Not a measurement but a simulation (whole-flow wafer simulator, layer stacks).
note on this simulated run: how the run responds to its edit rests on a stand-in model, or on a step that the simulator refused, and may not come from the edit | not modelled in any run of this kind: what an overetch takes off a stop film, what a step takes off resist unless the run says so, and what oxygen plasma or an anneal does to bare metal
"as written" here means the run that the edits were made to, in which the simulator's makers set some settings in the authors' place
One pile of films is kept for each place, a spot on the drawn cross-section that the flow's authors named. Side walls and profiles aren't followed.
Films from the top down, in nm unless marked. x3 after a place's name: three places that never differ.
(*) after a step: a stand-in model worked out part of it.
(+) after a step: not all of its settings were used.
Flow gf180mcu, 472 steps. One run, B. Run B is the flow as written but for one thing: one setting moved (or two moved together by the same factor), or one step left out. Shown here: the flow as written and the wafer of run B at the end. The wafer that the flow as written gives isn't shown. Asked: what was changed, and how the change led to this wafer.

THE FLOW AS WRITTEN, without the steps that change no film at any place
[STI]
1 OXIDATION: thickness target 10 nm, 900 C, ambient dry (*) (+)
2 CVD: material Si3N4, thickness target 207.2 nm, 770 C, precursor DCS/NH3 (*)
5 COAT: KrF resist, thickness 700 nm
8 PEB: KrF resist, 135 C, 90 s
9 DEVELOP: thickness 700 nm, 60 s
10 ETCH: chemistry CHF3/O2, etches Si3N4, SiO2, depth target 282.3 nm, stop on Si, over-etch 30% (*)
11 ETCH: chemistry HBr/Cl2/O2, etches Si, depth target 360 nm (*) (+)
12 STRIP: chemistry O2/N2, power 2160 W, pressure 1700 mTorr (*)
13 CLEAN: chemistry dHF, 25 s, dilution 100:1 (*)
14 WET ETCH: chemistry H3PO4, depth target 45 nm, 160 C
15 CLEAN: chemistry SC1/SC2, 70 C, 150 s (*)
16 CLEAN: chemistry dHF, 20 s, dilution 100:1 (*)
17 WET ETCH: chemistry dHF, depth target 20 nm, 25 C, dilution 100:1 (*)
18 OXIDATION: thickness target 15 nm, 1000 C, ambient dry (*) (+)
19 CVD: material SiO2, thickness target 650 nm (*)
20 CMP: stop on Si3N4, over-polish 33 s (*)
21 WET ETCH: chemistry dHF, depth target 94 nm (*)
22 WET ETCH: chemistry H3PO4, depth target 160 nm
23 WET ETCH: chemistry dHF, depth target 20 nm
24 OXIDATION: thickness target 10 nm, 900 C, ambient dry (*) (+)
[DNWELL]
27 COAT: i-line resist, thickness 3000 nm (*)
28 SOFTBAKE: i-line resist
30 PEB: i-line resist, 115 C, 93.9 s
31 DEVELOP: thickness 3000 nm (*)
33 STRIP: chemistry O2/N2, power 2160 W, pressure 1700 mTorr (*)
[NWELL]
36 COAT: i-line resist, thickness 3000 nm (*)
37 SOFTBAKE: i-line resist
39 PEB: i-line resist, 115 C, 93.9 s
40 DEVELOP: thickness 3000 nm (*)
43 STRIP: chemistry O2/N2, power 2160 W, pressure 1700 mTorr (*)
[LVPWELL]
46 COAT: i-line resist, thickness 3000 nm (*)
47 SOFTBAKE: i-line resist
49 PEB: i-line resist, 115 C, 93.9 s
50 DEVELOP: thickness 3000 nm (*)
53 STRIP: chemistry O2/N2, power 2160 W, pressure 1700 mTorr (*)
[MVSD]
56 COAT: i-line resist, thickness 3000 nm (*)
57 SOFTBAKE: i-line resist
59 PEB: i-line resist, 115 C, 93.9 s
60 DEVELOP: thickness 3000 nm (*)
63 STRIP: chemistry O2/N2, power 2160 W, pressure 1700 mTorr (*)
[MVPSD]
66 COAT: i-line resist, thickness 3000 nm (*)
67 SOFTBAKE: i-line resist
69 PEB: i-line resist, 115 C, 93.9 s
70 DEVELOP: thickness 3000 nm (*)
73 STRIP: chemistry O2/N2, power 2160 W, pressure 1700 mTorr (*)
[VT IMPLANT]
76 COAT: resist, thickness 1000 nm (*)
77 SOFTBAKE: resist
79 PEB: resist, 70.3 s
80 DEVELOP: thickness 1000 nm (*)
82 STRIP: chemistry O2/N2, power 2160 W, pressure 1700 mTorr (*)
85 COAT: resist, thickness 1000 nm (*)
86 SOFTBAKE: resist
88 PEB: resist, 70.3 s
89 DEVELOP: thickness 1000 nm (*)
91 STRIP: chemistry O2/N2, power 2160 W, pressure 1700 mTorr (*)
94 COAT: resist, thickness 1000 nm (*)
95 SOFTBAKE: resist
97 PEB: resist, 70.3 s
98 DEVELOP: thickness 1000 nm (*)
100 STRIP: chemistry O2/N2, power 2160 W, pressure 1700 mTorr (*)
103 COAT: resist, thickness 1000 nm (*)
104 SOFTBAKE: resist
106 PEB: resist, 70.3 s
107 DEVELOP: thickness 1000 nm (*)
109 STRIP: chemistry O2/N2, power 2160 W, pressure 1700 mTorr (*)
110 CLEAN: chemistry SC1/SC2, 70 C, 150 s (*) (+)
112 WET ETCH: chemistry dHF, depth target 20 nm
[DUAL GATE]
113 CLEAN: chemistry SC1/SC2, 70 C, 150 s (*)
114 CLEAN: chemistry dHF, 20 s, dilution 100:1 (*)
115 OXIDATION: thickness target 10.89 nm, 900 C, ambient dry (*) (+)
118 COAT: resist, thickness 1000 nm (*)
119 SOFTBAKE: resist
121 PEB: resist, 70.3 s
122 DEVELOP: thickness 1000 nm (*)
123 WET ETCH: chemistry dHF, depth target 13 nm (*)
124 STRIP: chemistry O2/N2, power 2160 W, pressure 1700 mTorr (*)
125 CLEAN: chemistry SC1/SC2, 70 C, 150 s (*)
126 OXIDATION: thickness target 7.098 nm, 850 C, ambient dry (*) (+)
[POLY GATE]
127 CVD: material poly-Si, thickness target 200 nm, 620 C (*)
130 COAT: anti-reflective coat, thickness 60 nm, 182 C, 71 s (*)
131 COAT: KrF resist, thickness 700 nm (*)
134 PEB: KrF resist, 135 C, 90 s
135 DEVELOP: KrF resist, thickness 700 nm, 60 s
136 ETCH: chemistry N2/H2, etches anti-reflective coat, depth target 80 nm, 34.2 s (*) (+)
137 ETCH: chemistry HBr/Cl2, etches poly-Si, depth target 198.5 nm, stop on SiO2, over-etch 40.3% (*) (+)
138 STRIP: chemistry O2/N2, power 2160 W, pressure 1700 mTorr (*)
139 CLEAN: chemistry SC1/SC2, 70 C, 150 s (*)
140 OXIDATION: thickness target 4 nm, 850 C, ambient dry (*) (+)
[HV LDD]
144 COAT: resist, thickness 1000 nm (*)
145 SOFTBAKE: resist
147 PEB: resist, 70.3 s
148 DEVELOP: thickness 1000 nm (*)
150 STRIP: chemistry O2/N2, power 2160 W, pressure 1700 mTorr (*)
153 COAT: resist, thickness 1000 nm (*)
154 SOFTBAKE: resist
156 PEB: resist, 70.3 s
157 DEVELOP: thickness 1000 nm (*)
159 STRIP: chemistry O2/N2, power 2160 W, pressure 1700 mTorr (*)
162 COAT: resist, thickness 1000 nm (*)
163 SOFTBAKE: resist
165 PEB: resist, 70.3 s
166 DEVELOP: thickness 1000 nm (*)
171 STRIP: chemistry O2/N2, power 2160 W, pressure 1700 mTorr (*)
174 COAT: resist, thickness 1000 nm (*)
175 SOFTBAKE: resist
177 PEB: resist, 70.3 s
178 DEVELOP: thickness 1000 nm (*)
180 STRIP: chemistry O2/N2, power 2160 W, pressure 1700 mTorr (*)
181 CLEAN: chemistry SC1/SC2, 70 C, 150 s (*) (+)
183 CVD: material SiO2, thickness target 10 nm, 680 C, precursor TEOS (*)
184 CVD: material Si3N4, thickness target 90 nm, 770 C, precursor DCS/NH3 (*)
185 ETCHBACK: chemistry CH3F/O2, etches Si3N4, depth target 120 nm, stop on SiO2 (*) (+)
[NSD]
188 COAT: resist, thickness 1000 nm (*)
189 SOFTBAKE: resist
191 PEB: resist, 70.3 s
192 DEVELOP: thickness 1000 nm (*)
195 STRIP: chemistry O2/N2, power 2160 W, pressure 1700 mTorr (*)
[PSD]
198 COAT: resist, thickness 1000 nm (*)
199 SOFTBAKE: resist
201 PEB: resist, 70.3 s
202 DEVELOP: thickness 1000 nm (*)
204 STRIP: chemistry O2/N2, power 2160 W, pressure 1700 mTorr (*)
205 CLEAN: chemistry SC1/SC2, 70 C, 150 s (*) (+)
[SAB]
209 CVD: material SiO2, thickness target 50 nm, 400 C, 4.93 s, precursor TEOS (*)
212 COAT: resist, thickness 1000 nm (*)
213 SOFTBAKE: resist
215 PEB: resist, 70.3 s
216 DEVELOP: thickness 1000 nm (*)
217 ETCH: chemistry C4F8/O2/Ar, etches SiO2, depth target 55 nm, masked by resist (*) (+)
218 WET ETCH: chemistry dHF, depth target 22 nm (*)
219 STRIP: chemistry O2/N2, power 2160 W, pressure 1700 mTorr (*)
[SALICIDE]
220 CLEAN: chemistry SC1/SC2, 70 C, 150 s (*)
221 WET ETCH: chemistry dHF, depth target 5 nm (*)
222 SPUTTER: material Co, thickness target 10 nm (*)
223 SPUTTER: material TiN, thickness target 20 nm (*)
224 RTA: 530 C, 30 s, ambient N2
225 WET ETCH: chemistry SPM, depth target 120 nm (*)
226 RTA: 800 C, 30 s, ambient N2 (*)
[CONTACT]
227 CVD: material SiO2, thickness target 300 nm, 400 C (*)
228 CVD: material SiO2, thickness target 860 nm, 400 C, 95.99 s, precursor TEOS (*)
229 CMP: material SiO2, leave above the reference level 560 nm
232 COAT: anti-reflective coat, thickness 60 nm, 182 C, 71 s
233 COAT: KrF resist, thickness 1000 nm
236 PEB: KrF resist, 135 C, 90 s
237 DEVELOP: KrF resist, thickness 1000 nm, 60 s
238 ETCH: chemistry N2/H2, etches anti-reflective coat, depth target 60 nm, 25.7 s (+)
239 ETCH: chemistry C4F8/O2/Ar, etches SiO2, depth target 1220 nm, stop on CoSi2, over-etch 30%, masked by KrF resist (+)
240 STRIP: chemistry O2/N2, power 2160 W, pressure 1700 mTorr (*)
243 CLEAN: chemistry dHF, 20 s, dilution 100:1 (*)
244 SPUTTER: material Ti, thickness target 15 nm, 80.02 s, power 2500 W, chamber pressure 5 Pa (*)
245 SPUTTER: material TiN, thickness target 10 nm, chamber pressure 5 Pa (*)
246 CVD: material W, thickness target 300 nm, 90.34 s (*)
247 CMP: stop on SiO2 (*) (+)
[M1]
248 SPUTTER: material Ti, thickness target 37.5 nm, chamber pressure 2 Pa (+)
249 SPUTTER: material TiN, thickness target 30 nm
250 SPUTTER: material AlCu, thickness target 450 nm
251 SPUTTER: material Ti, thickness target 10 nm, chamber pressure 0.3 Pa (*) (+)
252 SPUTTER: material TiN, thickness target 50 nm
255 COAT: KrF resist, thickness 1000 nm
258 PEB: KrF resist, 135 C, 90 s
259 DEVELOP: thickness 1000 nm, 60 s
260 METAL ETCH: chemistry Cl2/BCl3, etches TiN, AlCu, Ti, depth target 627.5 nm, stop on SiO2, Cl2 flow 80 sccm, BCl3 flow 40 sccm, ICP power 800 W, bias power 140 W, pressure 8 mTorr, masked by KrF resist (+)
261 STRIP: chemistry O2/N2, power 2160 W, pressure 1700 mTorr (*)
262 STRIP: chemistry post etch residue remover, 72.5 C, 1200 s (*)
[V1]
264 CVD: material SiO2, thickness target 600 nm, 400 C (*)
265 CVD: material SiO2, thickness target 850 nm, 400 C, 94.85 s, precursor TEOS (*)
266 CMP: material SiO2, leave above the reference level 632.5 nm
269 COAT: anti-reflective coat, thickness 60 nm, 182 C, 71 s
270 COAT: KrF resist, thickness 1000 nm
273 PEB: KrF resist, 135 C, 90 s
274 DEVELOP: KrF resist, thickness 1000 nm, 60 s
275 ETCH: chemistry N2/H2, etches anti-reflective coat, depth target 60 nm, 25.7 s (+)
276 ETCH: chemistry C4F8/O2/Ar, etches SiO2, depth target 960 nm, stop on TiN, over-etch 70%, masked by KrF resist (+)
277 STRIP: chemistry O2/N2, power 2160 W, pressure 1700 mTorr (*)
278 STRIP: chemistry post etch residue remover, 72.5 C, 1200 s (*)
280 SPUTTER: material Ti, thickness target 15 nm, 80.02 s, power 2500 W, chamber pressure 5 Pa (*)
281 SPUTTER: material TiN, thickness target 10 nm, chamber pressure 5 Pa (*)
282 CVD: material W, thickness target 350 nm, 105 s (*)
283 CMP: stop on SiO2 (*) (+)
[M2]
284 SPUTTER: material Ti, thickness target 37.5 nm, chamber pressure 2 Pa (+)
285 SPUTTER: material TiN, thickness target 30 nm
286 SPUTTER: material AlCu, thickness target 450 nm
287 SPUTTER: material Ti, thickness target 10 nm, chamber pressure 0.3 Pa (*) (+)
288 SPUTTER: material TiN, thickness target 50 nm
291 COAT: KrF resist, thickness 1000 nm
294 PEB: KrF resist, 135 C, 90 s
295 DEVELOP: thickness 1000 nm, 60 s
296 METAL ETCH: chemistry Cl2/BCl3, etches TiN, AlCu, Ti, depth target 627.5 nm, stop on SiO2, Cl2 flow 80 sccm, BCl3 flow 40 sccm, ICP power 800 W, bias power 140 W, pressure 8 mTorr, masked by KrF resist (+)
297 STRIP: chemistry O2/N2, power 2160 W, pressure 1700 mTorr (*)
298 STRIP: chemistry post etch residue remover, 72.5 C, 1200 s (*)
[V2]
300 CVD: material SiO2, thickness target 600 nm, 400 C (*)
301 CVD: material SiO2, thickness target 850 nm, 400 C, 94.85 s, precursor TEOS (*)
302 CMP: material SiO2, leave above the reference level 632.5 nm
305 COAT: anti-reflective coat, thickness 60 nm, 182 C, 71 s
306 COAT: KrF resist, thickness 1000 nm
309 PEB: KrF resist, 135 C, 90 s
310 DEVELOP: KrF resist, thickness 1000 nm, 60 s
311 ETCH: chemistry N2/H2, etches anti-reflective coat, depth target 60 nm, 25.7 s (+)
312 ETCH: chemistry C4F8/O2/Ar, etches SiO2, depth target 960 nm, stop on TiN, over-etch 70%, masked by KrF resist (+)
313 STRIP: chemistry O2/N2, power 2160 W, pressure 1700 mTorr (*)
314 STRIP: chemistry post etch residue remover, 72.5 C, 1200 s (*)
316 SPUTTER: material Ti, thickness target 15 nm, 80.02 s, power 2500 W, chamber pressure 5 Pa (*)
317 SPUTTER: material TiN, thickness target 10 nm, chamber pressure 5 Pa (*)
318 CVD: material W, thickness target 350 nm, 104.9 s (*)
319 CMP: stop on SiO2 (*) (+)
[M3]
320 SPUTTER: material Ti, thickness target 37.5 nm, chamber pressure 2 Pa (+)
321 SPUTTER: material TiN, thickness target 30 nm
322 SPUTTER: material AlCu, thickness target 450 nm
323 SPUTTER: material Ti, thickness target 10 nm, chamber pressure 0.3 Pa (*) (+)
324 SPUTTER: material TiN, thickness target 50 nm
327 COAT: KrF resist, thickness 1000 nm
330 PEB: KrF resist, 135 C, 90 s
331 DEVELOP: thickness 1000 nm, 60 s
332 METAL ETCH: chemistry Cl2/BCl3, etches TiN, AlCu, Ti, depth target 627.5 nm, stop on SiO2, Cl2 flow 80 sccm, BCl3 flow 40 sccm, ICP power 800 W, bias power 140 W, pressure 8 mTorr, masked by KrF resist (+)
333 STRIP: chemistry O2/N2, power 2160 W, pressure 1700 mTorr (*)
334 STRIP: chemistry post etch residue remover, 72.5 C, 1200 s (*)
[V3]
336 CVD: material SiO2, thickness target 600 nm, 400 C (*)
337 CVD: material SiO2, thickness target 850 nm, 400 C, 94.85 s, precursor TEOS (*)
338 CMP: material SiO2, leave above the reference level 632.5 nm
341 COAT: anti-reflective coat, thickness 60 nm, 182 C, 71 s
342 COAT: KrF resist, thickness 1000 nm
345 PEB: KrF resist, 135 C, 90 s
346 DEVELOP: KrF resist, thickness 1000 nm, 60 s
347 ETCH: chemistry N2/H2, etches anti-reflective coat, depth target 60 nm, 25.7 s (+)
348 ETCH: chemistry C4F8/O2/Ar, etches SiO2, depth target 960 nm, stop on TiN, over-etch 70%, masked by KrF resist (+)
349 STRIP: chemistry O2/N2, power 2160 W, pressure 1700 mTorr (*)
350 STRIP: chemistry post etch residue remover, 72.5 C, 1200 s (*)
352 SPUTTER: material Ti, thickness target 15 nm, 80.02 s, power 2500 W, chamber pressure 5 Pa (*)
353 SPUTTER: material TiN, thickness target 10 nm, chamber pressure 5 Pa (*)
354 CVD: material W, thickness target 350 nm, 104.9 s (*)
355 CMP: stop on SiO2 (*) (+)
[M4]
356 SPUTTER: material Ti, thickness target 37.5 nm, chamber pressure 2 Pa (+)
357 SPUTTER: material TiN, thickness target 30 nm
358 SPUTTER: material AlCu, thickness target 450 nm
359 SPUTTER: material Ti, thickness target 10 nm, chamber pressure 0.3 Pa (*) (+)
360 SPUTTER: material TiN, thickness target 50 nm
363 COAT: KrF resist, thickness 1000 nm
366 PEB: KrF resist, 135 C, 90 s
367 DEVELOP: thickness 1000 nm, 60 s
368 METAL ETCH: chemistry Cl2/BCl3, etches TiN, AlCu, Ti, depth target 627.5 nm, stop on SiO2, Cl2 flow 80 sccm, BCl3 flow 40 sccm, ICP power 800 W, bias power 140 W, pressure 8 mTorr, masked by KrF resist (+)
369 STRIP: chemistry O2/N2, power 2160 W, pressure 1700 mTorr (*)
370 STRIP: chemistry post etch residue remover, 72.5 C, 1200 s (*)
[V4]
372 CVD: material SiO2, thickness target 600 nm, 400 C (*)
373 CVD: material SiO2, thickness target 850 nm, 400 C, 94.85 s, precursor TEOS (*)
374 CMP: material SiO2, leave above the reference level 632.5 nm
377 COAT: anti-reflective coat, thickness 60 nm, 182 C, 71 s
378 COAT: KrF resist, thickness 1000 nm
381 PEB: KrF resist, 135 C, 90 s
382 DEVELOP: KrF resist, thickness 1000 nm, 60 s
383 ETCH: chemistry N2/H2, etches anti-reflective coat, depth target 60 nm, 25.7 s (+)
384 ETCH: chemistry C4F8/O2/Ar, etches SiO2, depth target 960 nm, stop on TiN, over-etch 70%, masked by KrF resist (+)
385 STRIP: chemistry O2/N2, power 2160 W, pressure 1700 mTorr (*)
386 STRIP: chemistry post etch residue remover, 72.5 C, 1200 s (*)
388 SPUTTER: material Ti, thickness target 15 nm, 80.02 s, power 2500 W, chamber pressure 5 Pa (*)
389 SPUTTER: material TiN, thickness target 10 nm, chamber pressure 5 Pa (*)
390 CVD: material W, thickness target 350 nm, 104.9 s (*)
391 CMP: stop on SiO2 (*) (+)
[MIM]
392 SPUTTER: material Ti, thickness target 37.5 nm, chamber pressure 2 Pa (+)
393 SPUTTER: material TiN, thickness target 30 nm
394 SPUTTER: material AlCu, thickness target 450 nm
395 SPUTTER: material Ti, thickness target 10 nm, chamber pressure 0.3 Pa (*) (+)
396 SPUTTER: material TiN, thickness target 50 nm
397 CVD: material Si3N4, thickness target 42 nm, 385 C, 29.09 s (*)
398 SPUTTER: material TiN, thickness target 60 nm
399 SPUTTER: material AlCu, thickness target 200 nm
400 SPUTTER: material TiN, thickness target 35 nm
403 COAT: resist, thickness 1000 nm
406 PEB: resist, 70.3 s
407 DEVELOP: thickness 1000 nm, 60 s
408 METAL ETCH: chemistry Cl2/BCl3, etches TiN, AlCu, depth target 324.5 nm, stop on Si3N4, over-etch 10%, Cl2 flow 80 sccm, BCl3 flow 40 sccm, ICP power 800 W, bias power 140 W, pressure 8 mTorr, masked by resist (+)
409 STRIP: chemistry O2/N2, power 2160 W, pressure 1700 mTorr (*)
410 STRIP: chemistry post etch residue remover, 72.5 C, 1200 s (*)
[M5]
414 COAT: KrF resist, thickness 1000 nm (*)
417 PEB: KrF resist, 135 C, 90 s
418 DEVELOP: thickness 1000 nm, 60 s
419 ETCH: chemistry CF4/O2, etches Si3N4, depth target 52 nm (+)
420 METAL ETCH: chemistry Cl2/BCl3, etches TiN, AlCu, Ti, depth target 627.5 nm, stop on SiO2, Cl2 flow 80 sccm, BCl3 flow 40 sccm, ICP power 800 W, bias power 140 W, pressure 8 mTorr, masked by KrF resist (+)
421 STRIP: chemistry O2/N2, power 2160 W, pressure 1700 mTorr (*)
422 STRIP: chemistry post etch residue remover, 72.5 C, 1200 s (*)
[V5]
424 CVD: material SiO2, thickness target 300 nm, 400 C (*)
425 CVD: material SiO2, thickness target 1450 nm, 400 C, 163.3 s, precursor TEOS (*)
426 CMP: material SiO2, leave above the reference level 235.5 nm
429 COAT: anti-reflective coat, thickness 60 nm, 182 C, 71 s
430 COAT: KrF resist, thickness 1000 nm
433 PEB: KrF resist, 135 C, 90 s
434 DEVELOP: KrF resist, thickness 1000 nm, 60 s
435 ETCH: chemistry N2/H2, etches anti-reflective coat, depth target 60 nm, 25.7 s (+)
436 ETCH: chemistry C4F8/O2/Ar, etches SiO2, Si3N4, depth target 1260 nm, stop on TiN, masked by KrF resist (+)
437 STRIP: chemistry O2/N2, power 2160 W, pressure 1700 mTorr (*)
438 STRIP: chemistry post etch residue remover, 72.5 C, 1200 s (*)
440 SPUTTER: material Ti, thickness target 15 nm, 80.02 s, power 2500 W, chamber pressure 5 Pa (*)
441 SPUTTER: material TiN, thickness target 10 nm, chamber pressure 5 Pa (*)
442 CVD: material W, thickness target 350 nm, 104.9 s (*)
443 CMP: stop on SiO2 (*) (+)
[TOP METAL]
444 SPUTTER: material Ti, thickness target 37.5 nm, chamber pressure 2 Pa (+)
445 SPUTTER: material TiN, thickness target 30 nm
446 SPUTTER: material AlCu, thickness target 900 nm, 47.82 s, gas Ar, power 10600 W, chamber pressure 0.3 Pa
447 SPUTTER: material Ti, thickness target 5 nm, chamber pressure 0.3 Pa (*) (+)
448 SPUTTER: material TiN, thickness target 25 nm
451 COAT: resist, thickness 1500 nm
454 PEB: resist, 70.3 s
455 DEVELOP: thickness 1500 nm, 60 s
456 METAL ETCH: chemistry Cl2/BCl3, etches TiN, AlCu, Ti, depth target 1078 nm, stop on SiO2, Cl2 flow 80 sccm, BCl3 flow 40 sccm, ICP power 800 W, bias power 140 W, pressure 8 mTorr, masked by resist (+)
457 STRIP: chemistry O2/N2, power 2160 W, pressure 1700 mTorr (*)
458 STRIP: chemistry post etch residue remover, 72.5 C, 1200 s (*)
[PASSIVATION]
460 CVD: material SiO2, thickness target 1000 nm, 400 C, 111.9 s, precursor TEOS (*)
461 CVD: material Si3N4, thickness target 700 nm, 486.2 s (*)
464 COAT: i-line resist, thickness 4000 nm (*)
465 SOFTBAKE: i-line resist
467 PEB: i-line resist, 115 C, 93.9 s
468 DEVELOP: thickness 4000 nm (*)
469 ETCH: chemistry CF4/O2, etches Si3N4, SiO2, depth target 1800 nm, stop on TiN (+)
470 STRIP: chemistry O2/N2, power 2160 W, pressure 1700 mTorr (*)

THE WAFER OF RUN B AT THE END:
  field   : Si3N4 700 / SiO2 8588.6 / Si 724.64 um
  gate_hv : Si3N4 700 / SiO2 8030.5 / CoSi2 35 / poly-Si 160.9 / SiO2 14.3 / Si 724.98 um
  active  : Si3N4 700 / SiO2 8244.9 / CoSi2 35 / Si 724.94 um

The cause: step 302, CMP: leave above the reference level 996.2 nm was run, where the flow has leave above the reference level 632.5 nm.

How the change led to this, step by step:
  302 CMP: material SiO2, leave above the reference level 632.5 nm
      field, field__w1, field__w2 and 103 more: nothing (as written it would be: SiO2 -300)
      field__w8, contact, m1, m1__w1, m1_nw: SiO2 -513.4 (as written it would be: SiO2 -877.1)
  305 COAT: anti-reflective coat, thickness 60 nm, 182 C, 71 s
      field: anti-reflective coat +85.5 (new film) (as written it would be: anti-reflective coat +60 (new film))
      field__w8: anti-reflective coat +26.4 (new film) (as written it would be: anti-reflective coat +60 (new film))
      (and at 13 more places)
  306 COAT: KrF resist, thickness 1000 nm
      contact: KrF resist +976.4 (new film) (as written it would be: KrF resist +1000 (new film))
      m1: KrF resist +973.6 (new film) (as written it would be: KrF resist +1000 (new film))
      (and at 4 more places)
  310 DEVELOP: KrF resist, thickness 1000 nm, 60 s
      contact: KrF resist -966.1 (all of it) (as written it would be: KrF resist -989.5 (all of it))
  311 ETCH: chemistry N2/H2, etches anti-reflective coat, depth target 60 nm, 25.7 s (+)
      contact: anti-reflective coat -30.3 (all of it), SiO2 -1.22 (as written it would be: anti-reflective coat -60 (all of it), SiO2 -0.46)
  312 ETCH: chemistry C4F8/O2/Ar, etches SiO2, depth target 960 nm, stop on TiN, over-etch 70%, masked by KrF resist (+)
      contact: SiO2 -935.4 (all of it) (as written it would be: SiO2 -572.5 (all of it))
  313 STRIP: chemistry O2/N2, power 2160 W, pressure 1700 mTorr (*)
      field: KrF resist -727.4 (all of it), anti-reflective coat -85.5 (all of it) (as written it would be: KrF resist -739.2 (all of it), anti-reflective coat -60 (all of it))
      field__w8: KrF resist -732.1 (all of it), anti-reflective coat -26.4 (all of it) (as written it would be: KrF resist -739.2 (all of it), anti-reflective coat -60 (all of it))
      (and at 14 more places)
  316 SPUTTER: material Ti, thickness target 15 nm, 80.02 s, power 2500 W, chamber pressure 5 Pa (*)
      contact: Ti +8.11 (new film) (as written it would be: Ti +9.65 (new film))
  317 SPUTTER: material TiN, thickness target 10 nm, chamber pressure 5 Pa (*)
      contact: TiN +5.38 (new film) (as written it would be: TiN +6.4 (new film))
  318 CVD: material W, thickness target 350 nm, 104.9 s (*)
      contact: W +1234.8 (new film) (as written it would be: W +932.3 (new film))
  319 CMP: stop on SiO2 (*) (+)
      m1, m1__w1, m1_nw: W -350 (all of it), TiN -10 (all of it), Ti -15 (all of it), SiO2 -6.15 (as written it would be: W -350 (all of it), TiN -10 (all of it), Ti -15 (all of it), SiO2 -3.78)
      field__w8: W -350 (all of it), TiN -10 (all of it), Ti -15 (all of it), SiO2 -6.16 (as written it would be: W -350 (all of it), TiN -10 (all of it), Ti -15 (all of it), SiO2 -3.78)
  327 COAT: KrF resist, thickness 1000 nm
      field__w8: KrF resist +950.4 (new film) (as written it would be: KrF resist +1000 (new film))
      m1: KrF resist +949.3 (new film) (as written it would be: KrF resist +1000 (new film))
      (and at 2 more places)
  330 PEB: KrF resist, 135 C, 90 s
      m1: KrF resist -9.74 (as written it would be: KrF resist -10.5)
  333 STRIP: chemistry O2/N2, power 2160 W, pressure 1700 mTorr (*)
      field__w8: KrF resist -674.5 (all of it) (as written it would be: KrF resist -723.5 (all of it))
      m1: KrF resist -673.6 (all of it) (as written it would be: KrF resist -723.5 (all of it))
      (and at 2 more places)
  338 CMP: material SiO2, leave above the reference level 632.5 nm
      field, field__w1, field__w2 and 103 more: SiO2 -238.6 (as written it would be: SiO2 -300)
      contact: SiO2 -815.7 (as written it would be: SiO2 -877.1)
  348 ETCH: chemistry C4F8/O2/Ar, etches SiO2, depth target 960 nm, stop on TiN, over-etch 70%, masked by KrF resist (+)
      contact: SiO2 -633.8 (all of it) (as written it would be: SiO2 -572.5 (all of it))
  354 CVD: material W, thickness target 350 nm, 104.9 s (*)
      contact: W +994 (new film) (as written it would be: W +932.3 (new film))
